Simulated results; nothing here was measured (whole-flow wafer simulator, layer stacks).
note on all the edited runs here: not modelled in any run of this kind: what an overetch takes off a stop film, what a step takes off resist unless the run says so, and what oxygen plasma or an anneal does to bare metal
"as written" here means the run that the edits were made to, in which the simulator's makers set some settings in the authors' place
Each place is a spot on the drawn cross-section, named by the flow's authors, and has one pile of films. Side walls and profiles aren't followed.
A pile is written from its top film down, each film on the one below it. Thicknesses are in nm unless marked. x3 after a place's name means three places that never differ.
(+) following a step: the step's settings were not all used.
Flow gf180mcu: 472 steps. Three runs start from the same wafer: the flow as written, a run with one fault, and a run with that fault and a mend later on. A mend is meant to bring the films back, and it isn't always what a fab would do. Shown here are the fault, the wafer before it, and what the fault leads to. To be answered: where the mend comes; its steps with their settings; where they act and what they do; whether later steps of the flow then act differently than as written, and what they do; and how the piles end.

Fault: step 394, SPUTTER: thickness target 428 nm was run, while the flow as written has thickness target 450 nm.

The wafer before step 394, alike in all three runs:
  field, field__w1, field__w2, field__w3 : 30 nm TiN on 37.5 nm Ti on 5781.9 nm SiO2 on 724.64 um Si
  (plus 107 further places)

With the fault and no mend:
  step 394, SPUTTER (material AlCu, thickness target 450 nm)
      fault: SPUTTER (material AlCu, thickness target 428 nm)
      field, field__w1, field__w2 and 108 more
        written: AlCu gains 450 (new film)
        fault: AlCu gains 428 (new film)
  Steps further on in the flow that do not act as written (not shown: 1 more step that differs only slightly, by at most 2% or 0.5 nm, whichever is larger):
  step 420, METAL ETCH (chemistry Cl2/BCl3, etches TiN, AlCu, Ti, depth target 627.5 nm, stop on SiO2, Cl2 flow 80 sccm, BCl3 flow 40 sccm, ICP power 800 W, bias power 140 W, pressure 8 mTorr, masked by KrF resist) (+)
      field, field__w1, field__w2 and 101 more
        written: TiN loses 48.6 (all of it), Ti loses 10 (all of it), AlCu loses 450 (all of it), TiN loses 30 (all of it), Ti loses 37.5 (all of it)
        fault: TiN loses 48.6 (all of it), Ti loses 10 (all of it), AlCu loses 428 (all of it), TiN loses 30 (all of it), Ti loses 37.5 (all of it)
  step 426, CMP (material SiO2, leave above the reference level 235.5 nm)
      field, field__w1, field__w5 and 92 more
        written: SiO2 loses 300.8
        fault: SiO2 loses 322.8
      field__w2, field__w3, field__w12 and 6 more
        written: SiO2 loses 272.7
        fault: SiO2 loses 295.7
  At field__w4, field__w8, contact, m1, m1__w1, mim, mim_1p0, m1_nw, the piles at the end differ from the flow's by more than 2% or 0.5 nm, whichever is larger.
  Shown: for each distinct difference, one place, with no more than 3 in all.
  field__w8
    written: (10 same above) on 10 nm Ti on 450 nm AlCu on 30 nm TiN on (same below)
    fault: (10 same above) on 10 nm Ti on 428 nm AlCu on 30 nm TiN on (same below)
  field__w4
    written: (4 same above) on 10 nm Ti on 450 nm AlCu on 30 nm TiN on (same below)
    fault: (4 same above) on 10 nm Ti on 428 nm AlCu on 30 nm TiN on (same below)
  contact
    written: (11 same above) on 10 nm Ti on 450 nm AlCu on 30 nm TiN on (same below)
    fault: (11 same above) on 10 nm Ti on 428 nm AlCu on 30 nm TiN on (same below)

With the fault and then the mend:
  The mend follows step 394.
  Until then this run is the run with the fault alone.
  step 394a, SPUTTER (material AlCu, thickness target 22 nm) (the flow's step 394, run once more with other settings)
      field, field__w1, field__w2 and 108 more
        AlCu gains 22
  Later steps of the flow that are run all act as written at every place that is followed.
  By the end, the piles equal the flow's at every place that both follow.
